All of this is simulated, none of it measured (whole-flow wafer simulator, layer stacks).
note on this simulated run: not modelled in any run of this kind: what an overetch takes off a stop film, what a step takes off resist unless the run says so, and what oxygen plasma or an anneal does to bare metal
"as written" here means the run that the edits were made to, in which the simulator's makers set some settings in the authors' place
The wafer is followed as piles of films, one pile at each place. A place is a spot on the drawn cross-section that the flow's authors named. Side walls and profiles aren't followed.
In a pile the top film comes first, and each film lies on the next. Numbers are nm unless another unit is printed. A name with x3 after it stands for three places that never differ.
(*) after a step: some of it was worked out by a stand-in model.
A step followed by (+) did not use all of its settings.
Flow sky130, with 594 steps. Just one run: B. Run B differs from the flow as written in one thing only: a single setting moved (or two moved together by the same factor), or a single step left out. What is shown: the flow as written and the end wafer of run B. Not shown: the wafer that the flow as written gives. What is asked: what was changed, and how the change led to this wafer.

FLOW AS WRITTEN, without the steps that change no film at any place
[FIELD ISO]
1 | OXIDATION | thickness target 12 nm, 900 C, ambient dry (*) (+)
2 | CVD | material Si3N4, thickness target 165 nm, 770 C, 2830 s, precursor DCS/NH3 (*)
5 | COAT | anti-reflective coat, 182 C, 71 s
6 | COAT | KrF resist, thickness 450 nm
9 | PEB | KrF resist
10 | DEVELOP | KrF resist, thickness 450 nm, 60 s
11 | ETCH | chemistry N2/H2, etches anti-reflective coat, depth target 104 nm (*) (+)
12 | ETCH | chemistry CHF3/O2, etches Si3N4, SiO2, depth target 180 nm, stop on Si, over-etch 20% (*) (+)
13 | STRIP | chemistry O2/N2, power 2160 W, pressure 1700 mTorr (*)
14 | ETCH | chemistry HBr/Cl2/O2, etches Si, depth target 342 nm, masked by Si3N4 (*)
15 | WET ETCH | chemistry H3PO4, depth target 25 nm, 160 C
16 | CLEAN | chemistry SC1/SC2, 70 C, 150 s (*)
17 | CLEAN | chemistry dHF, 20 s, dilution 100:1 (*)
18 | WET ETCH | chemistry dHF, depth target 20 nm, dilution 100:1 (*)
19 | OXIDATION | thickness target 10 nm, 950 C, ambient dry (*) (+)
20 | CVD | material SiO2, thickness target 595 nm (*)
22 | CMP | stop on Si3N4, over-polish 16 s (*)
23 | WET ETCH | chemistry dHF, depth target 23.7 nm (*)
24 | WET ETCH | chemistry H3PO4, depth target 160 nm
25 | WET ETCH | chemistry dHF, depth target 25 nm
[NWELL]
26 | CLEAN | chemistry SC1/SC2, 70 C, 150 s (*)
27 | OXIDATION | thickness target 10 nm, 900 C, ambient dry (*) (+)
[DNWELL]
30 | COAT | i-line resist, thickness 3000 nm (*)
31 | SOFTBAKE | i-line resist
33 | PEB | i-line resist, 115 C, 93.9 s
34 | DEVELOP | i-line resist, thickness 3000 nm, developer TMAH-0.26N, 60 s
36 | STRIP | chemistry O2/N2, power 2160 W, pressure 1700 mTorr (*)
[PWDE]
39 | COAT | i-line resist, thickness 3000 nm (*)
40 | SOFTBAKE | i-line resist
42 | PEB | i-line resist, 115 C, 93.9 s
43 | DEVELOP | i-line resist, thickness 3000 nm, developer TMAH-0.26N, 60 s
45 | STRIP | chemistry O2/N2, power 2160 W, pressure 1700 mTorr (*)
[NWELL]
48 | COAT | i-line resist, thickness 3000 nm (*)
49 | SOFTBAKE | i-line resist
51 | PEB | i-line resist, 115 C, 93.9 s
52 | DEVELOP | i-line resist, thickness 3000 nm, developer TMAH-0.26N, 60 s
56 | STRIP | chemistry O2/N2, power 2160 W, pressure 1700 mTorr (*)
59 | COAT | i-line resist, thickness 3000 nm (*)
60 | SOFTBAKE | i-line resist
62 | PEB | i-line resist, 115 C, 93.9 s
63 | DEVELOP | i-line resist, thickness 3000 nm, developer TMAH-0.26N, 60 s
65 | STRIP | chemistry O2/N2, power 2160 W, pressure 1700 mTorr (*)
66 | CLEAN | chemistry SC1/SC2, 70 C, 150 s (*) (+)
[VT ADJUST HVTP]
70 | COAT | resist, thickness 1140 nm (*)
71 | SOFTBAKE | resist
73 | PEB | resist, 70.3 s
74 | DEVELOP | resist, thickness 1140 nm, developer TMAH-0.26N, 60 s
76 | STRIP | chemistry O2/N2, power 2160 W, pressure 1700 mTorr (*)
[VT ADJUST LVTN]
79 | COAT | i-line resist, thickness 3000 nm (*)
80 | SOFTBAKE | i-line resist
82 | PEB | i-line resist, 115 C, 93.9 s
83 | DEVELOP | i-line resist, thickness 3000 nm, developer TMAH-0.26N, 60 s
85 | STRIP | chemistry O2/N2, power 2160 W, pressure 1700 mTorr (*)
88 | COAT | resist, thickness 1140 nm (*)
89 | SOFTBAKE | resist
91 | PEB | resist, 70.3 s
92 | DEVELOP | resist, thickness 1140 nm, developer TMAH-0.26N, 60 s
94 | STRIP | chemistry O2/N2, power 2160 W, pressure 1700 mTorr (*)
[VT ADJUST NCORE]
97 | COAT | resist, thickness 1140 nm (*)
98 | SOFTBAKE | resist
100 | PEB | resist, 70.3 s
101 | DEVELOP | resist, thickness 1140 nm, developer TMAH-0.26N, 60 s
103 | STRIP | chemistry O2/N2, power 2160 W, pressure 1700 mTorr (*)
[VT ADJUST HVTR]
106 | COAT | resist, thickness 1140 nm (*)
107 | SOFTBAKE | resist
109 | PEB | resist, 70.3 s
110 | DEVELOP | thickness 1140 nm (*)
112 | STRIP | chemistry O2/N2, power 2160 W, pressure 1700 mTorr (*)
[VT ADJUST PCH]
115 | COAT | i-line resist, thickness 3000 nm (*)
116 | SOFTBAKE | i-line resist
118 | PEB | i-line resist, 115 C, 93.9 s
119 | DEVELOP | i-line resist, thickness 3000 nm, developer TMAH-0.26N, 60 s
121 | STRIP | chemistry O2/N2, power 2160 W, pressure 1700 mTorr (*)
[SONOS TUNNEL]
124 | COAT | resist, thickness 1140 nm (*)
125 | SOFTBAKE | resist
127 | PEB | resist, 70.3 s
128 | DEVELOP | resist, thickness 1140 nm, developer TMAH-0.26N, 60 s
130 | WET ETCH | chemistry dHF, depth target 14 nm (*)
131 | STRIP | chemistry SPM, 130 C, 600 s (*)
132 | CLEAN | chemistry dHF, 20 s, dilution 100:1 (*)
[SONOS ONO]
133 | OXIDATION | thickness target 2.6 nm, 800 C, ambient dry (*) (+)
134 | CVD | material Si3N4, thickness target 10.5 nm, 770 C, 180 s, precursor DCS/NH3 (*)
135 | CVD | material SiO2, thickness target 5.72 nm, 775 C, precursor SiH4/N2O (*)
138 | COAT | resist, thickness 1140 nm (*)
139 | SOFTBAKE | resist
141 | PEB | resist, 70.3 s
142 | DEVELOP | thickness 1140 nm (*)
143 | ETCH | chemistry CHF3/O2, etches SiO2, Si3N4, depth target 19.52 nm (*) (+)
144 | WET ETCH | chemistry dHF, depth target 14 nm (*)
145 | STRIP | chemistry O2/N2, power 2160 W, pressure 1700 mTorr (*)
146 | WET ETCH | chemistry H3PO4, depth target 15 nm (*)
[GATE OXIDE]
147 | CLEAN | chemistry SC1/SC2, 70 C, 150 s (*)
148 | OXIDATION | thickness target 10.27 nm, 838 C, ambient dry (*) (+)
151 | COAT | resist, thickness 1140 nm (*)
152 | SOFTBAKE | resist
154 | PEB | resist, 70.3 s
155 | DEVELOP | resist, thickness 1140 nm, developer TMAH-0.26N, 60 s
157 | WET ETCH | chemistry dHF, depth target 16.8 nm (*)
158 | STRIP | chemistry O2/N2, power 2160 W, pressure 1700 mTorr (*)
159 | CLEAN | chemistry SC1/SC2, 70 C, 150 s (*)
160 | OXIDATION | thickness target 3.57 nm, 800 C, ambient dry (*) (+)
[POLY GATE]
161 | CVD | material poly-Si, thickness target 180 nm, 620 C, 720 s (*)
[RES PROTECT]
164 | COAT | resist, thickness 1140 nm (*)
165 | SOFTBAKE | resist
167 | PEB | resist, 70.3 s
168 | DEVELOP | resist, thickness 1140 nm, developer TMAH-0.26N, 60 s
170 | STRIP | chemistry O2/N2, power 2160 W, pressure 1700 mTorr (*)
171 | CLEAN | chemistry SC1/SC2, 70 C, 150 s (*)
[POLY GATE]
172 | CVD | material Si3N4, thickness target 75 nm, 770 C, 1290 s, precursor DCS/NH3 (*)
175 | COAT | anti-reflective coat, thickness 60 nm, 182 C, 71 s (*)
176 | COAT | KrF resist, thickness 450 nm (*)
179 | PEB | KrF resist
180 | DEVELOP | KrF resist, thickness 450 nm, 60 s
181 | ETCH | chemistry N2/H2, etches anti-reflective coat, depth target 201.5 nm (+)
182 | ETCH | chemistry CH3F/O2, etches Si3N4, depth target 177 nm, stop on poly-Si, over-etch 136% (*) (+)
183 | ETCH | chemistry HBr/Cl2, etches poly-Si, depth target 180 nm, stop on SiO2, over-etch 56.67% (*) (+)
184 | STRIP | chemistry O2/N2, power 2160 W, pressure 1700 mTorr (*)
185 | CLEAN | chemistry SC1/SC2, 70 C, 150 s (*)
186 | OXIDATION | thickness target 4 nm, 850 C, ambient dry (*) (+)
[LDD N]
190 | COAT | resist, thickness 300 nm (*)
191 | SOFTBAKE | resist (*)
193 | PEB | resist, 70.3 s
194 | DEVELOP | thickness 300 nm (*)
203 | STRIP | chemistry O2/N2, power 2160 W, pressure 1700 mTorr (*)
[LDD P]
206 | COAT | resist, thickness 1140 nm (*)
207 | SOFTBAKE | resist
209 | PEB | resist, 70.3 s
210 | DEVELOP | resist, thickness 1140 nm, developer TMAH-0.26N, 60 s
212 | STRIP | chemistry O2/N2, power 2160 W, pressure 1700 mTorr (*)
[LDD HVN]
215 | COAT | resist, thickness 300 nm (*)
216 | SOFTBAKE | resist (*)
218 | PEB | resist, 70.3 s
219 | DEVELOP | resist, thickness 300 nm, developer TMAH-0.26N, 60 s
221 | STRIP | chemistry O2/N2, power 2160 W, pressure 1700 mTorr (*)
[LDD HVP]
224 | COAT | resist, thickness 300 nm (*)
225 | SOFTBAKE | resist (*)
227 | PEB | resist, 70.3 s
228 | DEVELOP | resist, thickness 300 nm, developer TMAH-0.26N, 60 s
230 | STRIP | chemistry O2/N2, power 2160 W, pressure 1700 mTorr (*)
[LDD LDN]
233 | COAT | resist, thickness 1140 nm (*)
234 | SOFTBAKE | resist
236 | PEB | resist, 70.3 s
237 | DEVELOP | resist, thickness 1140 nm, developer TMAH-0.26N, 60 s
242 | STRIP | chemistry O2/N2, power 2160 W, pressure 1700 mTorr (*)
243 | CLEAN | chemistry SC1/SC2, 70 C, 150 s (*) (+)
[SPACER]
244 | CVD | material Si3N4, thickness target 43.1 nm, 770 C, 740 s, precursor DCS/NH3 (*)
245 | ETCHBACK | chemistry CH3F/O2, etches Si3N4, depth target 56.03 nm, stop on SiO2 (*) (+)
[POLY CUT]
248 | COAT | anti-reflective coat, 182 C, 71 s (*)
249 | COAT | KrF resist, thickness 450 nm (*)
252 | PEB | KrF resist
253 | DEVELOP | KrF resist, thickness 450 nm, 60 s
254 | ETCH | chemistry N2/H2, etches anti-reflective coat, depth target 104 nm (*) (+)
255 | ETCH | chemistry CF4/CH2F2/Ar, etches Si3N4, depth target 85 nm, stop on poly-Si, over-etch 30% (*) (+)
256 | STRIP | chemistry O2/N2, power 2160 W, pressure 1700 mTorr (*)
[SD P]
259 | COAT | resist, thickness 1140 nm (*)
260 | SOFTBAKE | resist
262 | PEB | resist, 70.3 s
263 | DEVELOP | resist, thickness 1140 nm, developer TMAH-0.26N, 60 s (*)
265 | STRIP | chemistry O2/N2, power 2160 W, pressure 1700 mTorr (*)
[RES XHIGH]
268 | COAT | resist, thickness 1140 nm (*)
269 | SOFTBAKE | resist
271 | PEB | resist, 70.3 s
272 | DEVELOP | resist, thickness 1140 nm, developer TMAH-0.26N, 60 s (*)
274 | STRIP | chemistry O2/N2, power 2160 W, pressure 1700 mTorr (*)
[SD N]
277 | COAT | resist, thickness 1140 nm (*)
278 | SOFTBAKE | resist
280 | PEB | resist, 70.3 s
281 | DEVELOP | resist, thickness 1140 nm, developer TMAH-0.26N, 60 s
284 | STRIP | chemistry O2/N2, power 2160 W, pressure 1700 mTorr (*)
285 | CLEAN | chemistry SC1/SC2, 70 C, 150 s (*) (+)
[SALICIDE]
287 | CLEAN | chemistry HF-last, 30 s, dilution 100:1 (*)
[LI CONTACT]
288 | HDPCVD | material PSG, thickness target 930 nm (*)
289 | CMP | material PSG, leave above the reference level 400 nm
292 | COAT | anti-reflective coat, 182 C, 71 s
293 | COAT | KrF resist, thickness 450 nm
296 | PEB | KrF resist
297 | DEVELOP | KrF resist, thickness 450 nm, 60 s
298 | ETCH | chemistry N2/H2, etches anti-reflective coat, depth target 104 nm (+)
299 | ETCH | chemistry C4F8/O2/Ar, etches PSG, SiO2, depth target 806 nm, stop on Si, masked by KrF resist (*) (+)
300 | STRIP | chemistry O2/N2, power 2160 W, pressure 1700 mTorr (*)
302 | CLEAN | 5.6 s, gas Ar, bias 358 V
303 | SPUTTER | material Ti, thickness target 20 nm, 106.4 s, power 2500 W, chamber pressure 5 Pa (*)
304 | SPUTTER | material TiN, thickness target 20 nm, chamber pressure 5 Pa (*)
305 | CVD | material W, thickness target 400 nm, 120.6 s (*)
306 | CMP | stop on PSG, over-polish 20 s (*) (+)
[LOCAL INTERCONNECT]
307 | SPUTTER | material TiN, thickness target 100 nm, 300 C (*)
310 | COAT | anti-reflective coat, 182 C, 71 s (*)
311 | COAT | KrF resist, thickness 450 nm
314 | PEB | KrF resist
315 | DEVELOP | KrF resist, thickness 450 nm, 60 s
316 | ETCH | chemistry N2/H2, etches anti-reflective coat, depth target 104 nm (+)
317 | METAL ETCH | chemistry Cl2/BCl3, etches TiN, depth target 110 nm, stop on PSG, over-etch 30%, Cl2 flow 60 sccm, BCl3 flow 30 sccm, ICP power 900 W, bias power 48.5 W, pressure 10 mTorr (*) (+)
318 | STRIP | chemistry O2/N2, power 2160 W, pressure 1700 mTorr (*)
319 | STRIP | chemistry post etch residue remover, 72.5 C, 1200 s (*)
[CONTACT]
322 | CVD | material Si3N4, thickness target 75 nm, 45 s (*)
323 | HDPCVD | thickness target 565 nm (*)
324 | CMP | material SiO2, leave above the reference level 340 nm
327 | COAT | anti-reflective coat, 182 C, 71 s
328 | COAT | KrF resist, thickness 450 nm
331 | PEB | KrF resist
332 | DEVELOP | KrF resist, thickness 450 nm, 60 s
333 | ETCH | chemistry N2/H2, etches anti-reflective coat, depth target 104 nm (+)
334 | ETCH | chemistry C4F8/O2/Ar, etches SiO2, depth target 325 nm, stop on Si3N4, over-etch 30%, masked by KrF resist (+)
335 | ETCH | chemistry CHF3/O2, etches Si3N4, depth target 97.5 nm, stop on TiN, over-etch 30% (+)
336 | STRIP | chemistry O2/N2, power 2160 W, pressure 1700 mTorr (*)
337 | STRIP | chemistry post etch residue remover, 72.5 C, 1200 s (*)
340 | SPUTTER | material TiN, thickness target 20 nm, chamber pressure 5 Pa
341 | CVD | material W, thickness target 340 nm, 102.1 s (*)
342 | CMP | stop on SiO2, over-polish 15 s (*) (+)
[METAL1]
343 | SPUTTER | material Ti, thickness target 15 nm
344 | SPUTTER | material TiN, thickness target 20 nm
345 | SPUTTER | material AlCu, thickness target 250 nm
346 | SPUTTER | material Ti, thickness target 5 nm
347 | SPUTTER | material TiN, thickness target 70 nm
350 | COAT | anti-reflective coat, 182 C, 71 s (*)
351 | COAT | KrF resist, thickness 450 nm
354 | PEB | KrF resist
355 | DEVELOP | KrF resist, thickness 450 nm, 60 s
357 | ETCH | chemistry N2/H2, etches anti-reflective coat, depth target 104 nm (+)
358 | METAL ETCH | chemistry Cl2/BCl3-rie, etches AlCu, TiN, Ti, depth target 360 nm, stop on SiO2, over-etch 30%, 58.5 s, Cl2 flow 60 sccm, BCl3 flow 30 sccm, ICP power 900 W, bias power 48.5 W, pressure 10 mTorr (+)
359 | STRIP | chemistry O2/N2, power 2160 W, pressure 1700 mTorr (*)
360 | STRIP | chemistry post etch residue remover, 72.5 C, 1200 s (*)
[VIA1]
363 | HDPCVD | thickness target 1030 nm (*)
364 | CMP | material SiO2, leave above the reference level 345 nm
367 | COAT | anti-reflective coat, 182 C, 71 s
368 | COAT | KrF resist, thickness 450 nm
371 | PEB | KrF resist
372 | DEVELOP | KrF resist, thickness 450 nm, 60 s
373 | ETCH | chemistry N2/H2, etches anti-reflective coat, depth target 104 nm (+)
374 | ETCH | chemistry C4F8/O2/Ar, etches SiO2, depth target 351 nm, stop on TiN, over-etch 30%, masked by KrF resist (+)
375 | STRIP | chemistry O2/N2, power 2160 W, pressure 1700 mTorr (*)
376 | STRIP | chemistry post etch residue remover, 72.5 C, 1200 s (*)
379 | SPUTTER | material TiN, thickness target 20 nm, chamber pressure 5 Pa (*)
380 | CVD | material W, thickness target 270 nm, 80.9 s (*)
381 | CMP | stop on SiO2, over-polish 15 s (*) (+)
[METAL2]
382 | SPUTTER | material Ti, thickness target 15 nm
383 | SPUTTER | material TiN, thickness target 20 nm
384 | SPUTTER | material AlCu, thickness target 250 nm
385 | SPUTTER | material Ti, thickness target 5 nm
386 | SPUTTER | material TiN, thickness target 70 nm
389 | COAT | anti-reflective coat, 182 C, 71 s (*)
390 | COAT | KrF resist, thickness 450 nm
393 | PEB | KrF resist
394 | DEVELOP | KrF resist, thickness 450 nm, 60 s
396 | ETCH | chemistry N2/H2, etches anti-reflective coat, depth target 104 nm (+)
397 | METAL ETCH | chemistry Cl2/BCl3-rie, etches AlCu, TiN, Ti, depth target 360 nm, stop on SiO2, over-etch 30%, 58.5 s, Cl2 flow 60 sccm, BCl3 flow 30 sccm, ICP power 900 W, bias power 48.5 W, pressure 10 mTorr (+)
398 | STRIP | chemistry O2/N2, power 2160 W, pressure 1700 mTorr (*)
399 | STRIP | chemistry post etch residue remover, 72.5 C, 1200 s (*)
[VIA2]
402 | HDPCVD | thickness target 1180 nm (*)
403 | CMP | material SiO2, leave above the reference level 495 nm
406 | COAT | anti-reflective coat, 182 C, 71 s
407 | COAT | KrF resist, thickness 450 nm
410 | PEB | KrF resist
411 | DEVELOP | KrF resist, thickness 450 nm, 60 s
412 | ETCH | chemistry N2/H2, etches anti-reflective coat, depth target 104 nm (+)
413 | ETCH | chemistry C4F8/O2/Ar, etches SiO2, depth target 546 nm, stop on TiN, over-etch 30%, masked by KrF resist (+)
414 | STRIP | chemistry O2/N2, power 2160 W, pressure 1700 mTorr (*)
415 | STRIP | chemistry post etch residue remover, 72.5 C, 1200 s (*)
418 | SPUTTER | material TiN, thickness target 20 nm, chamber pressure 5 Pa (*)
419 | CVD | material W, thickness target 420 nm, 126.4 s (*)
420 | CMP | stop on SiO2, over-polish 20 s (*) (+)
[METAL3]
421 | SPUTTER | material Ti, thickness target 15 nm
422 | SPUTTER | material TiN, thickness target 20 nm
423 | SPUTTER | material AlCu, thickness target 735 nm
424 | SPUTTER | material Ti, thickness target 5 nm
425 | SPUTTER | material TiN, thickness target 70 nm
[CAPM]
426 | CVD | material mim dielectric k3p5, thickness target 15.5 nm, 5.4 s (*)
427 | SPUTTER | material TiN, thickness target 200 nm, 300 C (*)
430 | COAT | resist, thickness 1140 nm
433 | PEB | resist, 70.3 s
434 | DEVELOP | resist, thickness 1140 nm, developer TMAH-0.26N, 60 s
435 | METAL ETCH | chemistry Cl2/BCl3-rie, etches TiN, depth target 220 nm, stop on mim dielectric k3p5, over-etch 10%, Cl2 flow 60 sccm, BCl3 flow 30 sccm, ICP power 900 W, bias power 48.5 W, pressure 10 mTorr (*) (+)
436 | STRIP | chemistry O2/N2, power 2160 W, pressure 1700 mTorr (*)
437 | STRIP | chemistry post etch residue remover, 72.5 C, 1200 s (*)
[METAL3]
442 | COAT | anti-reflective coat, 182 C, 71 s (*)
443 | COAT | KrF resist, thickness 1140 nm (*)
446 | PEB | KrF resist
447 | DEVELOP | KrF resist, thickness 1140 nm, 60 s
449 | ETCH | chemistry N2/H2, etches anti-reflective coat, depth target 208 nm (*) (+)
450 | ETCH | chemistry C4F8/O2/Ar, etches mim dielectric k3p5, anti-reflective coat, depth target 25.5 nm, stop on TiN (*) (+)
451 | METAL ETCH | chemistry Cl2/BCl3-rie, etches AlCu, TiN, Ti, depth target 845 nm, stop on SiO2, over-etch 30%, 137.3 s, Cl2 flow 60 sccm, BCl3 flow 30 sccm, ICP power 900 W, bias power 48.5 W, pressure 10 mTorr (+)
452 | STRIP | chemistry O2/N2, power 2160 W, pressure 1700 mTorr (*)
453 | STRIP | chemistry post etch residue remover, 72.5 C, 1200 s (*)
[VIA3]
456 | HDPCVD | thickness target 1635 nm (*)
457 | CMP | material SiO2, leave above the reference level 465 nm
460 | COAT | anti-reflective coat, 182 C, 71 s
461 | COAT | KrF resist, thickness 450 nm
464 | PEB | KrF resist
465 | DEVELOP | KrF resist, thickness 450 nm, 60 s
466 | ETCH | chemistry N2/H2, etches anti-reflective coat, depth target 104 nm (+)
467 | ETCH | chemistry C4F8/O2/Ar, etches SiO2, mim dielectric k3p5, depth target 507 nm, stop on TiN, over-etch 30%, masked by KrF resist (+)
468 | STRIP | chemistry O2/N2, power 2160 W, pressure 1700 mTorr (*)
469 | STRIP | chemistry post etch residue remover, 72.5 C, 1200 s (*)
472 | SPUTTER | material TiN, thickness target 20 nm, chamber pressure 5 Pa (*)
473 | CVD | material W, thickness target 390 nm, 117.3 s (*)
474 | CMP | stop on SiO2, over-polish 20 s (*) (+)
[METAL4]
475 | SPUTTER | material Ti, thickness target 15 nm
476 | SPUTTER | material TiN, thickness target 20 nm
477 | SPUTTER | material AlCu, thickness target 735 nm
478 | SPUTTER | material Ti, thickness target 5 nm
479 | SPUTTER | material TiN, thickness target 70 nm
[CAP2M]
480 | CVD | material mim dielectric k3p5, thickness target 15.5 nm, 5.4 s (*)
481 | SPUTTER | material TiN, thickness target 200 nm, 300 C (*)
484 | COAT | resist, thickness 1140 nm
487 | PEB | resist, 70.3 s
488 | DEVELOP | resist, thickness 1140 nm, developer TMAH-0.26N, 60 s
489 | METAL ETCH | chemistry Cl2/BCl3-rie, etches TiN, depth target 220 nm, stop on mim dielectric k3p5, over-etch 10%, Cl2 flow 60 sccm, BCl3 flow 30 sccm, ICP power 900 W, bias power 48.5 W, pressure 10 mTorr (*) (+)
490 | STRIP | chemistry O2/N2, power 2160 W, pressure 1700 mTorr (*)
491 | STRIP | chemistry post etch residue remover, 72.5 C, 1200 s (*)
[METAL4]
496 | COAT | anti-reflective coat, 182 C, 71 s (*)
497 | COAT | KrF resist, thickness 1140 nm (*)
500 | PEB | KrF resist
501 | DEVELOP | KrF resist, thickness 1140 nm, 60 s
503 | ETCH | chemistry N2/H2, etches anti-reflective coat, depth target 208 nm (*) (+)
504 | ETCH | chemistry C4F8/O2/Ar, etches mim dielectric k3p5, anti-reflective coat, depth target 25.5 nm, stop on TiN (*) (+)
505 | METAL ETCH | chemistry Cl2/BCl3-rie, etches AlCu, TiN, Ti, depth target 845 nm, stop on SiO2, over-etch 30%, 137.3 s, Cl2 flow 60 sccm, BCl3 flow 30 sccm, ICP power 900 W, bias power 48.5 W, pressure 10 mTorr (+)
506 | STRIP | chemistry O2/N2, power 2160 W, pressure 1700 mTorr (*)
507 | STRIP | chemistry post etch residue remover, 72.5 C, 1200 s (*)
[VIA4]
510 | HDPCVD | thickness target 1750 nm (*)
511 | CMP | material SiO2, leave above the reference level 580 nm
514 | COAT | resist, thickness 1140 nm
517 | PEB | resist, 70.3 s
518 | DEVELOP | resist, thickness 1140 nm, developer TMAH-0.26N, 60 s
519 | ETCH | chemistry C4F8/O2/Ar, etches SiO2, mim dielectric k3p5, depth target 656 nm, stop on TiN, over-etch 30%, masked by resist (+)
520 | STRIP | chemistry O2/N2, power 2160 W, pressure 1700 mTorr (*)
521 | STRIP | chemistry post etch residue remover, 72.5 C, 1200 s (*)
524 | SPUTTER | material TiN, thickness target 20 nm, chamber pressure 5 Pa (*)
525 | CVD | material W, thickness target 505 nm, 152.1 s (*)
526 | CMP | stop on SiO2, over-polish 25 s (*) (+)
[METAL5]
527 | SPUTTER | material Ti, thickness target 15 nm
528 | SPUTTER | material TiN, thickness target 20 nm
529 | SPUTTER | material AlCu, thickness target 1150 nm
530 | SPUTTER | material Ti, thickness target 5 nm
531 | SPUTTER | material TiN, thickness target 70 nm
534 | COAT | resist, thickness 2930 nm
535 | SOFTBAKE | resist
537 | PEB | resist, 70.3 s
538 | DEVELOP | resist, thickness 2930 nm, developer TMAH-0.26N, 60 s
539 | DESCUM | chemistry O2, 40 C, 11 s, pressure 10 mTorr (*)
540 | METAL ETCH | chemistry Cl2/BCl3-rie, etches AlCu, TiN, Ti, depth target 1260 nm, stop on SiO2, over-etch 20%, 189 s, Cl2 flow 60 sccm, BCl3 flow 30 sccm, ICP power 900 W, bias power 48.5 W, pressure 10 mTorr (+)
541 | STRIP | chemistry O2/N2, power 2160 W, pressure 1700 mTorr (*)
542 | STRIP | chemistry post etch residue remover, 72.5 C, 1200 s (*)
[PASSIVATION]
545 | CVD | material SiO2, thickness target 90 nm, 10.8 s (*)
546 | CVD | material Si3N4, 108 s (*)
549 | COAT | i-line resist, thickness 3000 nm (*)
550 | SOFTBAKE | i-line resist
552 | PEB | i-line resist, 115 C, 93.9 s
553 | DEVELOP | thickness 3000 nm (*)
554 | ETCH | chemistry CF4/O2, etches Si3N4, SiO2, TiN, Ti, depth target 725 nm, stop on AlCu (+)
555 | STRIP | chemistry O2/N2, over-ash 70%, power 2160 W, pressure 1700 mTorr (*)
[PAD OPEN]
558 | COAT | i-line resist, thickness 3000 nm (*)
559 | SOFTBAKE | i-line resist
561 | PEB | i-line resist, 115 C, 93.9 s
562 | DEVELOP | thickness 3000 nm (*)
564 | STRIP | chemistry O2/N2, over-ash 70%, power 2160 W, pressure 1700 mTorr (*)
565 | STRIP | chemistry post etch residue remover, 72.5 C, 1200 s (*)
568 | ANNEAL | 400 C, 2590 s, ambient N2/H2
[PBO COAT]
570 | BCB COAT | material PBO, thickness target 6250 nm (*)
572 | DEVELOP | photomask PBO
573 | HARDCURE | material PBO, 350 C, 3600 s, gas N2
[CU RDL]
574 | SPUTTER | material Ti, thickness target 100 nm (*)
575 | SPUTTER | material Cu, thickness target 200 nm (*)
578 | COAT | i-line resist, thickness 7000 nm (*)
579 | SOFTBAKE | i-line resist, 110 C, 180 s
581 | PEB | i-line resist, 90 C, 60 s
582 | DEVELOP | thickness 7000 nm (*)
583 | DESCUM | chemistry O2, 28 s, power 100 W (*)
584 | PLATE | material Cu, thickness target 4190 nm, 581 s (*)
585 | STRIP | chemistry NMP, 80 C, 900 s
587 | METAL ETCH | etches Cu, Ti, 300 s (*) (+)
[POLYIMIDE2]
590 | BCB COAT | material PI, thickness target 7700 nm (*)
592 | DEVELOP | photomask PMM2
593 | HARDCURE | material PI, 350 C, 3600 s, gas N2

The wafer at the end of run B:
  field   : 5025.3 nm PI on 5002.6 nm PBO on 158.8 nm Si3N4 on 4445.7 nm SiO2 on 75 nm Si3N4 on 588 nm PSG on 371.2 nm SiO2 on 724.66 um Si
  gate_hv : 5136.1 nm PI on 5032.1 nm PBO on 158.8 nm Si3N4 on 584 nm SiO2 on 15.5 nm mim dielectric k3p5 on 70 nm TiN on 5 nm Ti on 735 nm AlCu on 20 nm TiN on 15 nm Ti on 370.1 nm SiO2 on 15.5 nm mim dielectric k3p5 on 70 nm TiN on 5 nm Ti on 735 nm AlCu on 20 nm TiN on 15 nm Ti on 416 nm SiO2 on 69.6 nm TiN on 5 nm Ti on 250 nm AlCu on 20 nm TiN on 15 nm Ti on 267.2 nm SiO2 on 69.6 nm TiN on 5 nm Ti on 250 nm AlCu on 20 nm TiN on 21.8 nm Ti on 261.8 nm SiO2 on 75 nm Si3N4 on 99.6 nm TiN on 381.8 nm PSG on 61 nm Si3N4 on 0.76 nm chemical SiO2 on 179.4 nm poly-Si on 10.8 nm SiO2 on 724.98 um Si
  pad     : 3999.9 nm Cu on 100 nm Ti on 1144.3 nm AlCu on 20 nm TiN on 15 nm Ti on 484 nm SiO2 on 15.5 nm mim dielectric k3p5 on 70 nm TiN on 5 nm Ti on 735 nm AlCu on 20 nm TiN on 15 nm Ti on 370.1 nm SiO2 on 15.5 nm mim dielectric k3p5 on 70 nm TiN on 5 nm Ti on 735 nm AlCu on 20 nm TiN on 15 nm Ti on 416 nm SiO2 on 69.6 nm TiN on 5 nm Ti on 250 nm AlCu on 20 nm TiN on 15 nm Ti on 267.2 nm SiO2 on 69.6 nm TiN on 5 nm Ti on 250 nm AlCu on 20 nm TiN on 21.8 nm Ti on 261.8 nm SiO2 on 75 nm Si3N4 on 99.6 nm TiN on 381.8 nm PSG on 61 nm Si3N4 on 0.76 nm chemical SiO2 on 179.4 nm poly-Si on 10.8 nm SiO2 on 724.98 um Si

Cause: step 343, SPUTTER: thickness target 21.8 nm was run, whereas the flow has thickness target 15 nm.
The wafer lets one read it off: gate_hv has Ti 21.8, and step 343 as written asks for 15 nm.

The path from the change to this, step by step:
  343 | SPUTTER | material Ti, thickness target 15 nm
      field, active, n_well and 188 more: +21.8 Ti (new film) (it would be, as written: +15 Ti (new film))
  358 | METAL ETCH | chemistry Cl2/BCl3-rie, etches AlCu, TiN, Ti, depth target 360 nm, stop on SiO2, over-etch 30%, 58.5 s, Cl2 flow 60 sccm, BCl3 flow 30 sccm, ICP power 900 W, bias power 48.5 W, pressure 10 mTorr (+)
      field, active, gate and 81 more: -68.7 TiN (all of it), -5 Ti (all of it), -250 AlCu (all of it), -20 TiN (all of it), -21.8 Ti (all of it), -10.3 SiO2 (it would be, as written: -68.7 TiN (all of it), -5 Ti (all of it), -250 AlCu (all of it), -20 TiN (all of it), -15 Ti (all of it), -10.9 SiO2)
